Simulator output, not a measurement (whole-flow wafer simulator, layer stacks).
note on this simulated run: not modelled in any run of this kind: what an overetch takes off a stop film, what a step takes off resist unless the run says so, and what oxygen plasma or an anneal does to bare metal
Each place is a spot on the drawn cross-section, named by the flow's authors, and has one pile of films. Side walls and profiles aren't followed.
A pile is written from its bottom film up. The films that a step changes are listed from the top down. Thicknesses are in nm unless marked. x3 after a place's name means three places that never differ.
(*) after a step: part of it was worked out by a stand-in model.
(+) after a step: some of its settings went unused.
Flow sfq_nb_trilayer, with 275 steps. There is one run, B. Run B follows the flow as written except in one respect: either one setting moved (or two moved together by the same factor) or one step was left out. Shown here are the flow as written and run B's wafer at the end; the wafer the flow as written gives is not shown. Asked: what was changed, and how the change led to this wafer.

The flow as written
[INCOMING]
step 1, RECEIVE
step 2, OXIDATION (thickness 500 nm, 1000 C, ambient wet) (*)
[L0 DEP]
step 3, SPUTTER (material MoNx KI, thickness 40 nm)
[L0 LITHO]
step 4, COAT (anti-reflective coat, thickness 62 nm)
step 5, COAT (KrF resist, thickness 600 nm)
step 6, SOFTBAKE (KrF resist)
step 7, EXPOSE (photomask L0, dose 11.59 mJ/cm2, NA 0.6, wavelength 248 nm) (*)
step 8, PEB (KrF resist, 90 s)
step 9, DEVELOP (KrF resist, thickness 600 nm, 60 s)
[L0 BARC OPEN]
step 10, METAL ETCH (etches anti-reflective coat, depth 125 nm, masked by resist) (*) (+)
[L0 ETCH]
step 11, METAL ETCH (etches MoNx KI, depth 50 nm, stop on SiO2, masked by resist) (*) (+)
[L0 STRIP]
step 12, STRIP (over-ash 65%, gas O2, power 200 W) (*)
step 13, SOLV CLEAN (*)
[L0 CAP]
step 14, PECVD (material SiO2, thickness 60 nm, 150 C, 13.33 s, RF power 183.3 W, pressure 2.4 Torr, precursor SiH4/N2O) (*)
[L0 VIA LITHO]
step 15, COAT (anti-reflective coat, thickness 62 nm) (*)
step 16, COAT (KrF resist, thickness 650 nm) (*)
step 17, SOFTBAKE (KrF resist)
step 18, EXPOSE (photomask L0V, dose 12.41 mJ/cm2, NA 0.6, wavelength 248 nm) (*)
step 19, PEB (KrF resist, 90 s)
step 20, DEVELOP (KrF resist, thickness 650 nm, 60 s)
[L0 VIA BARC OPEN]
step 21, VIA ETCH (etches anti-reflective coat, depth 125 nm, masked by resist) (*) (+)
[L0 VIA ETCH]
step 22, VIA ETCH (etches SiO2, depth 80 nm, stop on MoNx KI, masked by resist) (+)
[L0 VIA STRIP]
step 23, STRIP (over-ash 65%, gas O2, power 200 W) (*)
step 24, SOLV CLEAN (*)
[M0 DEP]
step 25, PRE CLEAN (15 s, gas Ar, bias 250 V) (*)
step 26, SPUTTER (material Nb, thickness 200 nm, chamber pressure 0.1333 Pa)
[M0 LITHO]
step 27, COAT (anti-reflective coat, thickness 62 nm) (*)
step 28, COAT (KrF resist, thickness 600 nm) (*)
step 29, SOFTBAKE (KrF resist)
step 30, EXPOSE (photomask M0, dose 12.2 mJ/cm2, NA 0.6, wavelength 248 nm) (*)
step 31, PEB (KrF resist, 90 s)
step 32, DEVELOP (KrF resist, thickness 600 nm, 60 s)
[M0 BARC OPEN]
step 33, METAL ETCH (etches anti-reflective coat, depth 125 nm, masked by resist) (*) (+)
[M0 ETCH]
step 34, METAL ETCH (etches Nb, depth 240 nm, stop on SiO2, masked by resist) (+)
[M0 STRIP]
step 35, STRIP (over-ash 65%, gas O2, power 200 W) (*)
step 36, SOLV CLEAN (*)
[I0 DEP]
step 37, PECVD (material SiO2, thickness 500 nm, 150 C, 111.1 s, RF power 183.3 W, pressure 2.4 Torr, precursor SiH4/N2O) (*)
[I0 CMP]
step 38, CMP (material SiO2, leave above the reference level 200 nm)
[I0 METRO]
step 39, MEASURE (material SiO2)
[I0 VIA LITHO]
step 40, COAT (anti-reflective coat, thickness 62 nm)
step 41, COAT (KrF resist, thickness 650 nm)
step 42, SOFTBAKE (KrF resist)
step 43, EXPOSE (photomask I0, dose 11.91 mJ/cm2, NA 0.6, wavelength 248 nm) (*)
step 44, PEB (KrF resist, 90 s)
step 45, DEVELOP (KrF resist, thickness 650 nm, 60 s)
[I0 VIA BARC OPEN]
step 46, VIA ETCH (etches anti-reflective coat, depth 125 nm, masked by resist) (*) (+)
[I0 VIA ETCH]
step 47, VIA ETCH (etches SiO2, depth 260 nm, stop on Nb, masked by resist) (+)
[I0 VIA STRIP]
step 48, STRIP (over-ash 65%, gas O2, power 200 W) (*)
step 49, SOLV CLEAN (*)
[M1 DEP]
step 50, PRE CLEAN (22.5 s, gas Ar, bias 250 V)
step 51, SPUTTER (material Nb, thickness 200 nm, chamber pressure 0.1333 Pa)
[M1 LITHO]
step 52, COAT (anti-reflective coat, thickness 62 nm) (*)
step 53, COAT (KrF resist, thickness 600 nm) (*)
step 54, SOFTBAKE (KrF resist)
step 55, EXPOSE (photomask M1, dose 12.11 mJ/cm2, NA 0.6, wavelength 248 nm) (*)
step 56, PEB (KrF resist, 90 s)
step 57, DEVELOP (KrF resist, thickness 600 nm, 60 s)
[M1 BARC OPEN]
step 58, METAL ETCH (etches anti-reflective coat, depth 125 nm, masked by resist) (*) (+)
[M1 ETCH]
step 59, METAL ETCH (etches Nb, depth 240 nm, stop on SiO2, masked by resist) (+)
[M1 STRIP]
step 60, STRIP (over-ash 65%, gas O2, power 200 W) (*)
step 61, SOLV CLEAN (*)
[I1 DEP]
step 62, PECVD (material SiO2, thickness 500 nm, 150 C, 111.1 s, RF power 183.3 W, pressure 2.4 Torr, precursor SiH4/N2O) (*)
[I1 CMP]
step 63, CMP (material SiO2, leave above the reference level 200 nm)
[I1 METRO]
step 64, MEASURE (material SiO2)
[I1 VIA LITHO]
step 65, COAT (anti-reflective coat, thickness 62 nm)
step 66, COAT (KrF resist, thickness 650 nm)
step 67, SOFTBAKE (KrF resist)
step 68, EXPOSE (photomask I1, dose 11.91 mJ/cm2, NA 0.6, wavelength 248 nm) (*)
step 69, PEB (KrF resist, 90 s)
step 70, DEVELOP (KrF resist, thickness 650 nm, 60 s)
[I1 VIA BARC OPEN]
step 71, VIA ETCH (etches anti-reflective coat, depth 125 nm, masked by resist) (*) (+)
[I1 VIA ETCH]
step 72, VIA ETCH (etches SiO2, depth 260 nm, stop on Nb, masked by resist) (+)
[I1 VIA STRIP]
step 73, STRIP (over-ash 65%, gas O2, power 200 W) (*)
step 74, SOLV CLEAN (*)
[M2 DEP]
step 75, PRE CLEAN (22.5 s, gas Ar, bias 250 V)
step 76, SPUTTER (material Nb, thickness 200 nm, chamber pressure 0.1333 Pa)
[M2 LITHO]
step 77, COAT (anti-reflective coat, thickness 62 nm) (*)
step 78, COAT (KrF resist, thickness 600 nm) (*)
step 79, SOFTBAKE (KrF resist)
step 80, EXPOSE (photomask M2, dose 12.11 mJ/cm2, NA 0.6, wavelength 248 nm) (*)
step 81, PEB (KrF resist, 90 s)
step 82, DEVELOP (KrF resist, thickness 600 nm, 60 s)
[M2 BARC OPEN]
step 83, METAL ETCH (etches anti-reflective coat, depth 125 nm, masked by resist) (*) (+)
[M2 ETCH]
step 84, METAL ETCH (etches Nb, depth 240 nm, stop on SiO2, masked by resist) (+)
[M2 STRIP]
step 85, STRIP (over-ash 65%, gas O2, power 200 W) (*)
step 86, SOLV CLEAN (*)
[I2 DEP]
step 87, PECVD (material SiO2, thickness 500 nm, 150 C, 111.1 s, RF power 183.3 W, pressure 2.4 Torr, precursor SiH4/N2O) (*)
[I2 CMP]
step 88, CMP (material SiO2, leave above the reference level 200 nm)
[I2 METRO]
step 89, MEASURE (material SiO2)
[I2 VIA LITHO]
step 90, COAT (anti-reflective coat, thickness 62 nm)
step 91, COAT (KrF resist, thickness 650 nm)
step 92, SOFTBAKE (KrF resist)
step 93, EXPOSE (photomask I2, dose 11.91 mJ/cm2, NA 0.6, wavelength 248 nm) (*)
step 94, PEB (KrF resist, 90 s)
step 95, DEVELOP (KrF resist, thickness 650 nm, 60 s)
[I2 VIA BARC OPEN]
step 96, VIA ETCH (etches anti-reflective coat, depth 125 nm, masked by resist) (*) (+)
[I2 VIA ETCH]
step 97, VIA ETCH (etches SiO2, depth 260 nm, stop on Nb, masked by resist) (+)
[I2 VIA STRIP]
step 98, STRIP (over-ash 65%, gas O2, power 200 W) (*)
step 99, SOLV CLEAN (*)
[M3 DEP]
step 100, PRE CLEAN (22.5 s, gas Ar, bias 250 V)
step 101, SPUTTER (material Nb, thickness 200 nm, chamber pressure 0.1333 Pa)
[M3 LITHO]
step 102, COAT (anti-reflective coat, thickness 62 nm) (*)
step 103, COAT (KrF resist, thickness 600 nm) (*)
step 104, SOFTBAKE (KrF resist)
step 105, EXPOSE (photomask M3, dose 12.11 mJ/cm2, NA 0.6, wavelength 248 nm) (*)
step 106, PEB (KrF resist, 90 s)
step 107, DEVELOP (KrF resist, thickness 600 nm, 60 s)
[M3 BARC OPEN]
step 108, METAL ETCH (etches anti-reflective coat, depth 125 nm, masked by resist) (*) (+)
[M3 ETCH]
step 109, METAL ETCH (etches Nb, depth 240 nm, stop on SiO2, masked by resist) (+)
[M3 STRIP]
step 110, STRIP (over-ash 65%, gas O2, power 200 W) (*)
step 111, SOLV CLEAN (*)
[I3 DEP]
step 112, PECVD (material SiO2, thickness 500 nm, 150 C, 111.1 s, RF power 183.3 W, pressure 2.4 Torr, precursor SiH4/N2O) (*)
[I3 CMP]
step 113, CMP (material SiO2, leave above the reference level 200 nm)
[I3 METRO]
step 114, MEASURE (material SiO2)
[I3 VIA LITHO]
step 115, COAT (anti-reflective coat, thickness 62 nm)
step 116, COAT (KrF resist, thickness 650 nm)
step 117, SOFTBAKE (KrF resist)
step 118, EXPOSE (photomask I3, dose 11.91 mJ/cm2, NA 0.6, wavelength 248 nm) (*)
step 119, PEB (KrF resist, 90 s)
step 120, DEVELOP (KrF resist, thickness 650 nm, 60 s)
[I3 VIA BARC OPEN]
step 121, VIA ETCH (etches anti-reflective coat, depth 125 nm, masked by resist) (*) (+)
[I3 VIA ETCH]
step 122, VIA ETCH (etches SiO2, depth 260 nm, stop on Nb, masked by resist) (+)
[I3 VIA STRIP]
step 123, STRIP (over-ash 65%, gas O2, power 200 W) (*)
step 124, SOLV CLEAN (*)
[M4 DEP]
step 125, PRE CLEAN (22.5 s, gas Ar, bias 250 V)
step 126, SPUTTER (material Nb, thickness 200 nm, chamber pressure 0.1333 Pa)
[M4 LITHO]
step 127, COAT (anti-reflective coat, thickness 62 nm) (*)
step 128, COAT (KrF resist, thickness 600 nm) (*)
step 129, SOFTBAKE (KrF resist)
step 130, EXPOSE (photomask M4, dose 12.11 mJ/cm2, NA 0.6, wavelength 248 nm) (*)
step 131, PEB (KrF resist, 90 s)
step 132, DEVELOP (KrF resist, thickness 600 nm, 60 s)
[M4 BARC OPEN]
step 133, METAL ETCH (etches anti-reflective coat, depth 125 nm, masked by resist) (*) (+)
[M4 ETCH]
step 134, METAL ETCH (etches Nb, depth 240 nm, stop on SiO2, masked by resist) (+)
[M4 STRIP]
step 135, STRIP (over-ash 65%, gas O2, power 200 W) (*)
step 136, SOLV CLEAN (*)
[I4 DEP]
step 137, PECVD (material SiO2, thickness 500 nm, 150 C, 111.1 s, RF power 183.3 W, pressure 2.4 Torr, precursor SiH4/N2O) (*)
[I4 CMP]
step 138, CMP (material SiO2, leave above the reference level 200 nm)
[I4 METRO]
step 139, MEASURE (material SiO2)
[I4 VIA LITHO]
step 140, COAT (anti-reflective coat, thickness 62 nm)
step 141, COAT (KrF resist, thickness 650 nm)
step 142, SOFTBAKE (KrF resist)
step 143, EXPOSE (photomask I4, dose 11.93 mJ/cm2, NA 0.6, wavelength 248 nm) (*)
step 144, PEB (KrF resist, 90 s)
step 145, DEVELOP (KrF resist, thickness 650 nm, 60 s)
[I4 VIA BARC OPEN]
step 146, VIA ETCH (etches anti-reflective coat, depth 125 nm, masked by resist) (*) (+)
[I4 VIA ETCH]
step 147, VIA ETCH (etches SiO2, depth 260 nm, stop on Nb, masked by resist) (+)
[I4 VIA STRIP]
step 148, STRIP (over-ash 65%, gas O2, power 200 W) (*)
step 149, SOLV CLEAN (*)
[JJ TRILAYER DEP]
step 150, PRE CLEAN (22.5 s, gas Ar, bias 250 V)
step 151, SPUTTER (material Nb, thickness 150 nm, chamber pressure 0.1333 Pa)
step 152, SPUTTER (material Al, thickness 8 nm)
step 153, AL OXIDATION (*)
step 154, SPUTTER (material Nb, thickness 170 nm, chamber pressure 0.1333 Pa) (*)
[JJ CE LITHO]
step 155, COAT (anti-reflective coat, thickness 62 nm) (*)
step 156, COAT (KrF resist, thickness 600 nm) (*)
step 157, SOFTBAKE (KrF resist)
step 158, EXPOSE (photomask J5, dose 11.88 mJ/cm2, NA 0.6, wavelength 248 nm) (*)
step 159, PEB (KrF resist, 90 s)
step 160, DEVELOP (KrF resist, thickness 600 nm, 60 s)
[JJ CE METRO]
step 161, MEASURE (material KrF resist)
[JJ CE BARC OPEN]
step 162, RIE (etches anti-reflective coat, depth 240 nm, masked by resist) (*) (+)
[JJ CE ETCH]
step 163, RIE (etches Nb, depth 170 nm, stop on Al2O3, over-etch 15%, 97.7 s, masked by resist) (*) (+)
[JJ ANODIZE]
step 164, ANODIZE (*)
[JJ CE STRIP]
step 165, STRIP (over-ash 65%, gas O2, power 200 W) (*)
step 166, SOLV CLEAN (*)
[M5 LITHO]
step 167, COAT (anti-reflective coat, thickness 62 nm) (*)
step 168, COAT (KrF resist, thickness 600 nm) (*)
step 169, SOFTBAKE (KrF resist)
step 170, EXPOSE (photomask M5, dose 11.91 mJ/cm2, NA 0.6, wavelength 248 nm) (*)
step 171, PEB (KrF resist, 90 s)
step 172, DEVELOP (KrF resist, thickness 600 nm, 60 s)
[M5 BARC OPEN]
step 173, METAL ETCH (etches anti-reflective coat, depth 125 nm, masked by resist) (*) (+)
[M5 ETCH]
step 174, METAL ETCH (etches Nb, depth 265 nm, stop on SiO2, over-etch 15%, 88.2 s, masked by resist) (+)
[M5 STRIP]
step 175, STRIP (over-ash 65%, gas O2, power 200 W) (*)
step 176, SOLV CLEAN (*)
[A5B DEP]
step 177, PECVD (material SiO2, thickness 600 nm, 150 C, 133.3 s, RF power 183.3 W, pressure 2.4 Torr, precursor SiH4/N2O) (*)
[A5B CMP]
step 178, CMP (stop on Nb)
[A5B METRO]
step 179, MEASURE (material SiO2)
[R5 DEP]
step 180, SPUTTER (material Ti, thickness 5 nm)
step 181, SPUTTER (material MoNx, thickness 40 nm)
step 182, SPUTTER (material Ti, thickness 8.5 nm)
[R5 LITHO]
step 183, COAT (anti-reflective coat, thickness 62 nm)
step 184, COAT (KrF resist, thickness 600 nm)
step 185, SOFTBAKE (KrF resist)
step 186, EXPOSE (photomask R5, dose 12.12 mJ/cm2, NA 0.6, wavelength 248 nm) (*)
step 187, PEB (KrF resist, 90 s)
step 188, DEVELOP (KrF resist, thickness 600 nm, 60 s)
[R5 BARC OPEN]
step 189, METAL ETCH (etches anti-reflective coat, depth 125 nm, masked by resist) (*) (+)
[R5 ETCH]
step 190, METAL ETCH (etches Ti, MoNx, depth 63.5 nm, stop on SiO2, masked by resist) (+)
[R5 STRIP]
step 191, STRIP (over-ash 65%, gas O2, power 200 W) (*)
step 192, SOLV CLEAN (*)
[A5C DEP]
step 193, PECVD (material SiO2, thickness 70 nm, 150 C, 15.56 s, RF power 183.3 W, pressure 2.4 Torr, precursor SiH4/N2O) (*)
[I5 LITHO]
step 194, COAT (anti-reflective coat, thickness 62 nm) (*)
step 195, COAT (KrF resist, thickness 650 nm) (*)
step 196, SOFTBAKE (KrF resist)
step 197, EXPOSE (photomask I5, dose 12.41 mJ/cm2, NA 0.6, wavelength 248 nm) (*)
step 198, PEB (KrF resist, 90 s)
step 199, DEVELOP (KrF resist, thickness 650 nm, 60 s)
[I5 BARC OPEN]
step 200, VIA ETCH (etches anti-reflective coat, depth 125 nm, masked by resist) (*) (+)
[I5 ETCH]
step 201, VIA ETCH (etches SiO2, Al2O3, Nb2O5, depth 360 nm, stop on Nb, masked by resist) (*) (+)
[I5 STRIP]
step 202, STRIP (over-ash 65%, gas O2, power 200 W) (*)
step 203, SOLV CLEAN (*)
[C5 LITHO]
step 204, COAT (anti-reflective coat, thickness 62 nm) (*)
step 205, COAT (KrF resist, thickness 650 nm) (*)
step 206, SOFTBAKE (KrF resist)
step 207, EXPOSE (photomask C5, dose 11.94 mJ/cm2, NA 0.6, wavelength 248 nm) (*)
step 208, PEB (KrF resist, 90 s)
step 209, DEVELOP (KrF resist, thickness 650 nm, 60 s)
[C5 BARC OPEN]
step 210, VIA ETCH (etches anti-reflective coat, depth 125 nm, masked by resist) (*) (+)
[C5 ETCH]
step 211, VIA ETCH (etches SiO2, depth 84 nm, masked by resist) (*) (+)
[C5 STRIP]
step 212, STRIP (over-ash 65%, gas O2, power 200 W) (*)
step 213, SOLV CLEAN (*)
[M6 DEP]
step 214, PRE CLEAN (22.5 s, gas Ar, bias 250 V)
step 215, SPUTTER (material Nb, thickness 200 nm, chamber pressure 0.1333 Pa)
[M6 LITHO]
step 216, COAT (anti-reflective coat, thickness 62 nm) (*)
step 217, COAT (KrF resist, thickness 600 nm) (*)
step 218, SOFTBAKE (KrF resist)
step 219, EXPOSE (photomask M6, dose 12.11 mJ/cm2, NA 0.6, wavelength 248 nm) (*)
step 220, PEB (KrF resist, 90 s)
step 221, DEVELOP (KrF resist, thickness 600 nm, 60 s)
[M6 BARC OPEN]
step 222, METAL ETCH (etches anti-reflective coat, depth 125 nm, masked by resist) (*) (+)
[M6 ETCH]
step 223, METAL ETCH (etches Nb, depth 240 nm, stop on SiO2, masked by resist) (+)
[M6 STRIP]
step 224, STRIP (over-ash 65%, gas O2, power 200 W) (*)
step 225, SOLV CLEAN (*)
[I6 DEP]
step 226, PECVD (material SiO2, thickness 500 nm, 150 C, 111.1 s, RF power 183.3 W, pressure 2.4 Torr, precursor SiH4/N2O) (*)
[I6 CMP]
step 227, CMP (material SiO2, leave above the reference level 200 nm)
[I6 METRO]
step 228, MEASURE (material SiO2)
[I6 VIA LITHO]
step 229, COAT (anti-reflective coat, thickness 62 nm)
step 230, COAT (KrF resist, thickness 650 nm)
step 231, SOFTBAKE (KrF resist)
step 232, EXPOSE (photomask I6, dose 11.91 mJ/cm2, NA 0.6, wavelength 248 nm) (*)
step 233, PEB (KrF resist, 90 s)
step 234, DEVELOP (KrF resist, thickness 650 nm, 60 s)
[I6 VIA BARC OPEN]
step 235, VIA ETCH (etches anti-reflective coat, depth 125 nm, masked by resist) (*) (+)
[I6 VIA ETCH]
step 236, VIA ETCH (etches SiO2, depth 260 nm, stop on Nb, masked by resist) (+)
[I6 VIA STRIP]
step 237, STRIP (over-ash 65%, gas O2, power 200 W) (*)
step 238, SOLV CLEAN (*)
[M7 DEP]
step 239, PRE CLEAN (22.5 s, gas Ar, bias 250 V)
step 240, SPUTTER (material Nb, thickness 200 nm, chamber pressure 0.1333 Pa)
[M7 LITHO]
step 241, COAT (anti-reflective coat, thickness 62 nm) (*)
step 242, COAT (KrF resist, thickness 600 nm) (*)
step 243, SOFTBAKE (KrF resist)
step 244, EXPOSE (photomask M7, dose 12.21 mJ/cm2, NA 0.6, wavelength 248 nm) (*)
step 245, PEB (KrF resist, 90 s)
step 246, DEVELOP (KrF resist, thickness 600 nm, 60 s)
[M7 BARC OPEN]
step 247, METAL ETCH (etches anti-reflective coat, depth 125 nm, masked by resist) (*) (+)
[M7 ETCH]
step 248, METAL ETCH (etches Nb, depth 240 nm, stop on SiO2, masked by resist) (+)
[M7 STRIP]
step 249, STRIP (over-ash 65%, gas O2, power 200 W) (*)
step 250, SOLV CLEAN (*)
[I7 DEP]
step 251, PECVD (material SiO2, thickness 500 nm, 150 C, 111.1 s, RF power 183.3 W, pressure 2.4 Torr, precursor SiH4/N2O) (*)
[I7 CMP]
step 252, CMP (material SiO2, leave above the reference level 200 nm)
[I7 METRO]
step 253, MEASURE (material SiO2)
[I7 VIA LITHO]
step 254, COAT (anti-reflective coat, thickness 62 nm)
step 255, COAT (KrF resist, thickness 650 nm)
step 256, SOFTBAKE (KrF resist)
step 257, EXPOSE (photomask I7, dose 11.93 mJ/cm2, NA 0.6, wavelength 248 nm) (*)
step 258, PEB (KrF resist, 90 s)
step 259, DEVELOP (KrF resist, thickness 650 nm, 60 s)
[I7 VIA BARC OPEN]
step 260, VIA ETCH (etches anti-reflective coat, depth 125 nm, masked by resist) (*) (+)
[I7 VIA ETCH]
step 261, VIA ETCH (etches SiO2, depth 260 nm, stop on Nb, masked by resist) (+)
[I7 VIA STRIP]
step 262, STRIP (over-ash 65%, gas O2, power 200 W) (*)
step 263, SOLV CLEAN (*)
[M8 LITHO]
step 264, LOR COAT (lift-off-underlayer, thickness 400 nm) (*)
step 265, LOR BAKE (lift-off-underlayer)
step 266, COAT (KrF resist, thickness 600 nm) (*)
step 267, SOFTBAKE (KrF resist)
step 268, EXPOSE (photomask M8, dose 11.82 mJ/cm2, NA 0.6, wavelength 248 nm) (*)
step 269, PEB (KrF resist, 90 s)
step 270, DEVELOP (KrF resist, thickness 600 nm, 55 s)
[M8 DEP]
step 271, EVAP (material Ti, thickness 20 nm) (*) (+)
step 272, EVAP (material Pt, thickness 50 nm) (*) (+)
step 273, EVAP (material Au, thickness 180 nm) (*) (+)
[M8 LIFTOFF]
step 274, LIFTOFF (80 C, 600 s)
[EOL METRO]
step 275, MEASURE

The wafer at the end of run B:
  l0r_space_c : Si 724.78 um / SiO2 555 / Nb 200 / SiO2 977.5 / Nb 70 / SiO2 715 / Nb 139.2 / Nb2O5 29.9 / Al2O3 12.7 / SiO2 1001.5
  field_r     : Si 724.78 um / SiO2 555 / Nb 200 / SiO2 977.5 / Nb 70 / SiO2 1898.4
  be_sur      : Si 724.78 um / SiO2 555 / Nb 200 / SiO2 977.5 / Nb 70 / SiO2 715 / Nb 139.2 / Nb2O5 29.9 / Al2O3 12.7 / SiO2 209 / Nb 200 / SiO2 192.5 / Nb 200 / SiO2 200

The reason: step 109, METAL ETCH: depth 130 nm was run, while the flow as written has depth 240 nm.

How this came from the change, step by step:
  step 109, METAL ETCH (etches Nb, depth 240 nm, stop on SiO2, masked by resist) (+)
      field_l, be, be_sur and 72 more: Nb loses 130 (in the flow as written it would be: Nb loses 200 (all of it))
      v_sur, via_wl, via_w and 28 more: KrF resist loses 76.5 (in the flow as written it would be: KrF resist loses 141.2)
  step 110, STRIP (over-ash 65%, gas O2, power 200 W) (*)
      p4_w1, p4_w2, p4_w3 and 21 more: KrF resist loses 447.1 (all of it), anti-reflective coat loses 62 (all of it) (in the flow as written it would be: KrF resist loses 382.4 (all of it), anti-reflective coat loses 62 (all of it))
      via_wl, via_wr: KrF resist loses 448.9 (all of it), anti-reflective coat loses 34.2 (all of it) (in the flow as written it would be: KrF resist loses 384.2 (all of it), anti-reflective coat loses 34.2 (all of it))
      (and at 5 other places as well)
  step 112, PECVD (material SiO2, thickness 500 nm, 150 C, 111.1 s, RF power 183.3 W, pressure 2.4 Torr, precursor SiH4/N2O) (*)
      field_l, be, be_sur and 64 more: SiO2 gains 500 (new film) (in the flow as written it would be: SiO2 gains 500)
      p4_g1, p4_g2, p3_s0, p3_s1, p3_s2, p3_s3, p3_s4, p3_s5: SiO2 gains 500 (new film) (in the flow as written it would be: SiO2 gains 557.1)
  step 113, CMP (material SiO2, leave above the reference level 200 nm)
      field_l, be, be_sur and 64 more: SiO2 loses 170 (in the flow as written it would be: SiO2 loses 100)
      p4_g1, p4_g2, p3_s0, p3_s1, p3_s2, p3_s3, p3_s4, p3_s5: SiO2 loses 170 (in the flow as written it would be: SiO2 loses 157.1)
If metal films that touch count as one body, l0r_space_c has 3 bodies (between them, from the top down: SiO2 715; SiO2 977.5); the flow as written gives 2 bodies (between them, from the top down: SiO2 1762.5).
If metal films that touch count as one body, field_r has 2 bodies (between them, from the top down: SiO2 977.5); the flow as written gives 1 body.
If metal films that touch count as one body, be_sur has 5 bodies (between them, from the top down: SiO2 192.5; SiO2 209 / Al2O3 12.7 / Nb2O5 29.9; SiO2 715; SiO2 977.5); the flow as written gives 4 bodies (between them, from the top down: SiO2 192.5; SiO2 209 / Al2O3 12.7 / Nb2O5 29.9; SiO2 1762.5).
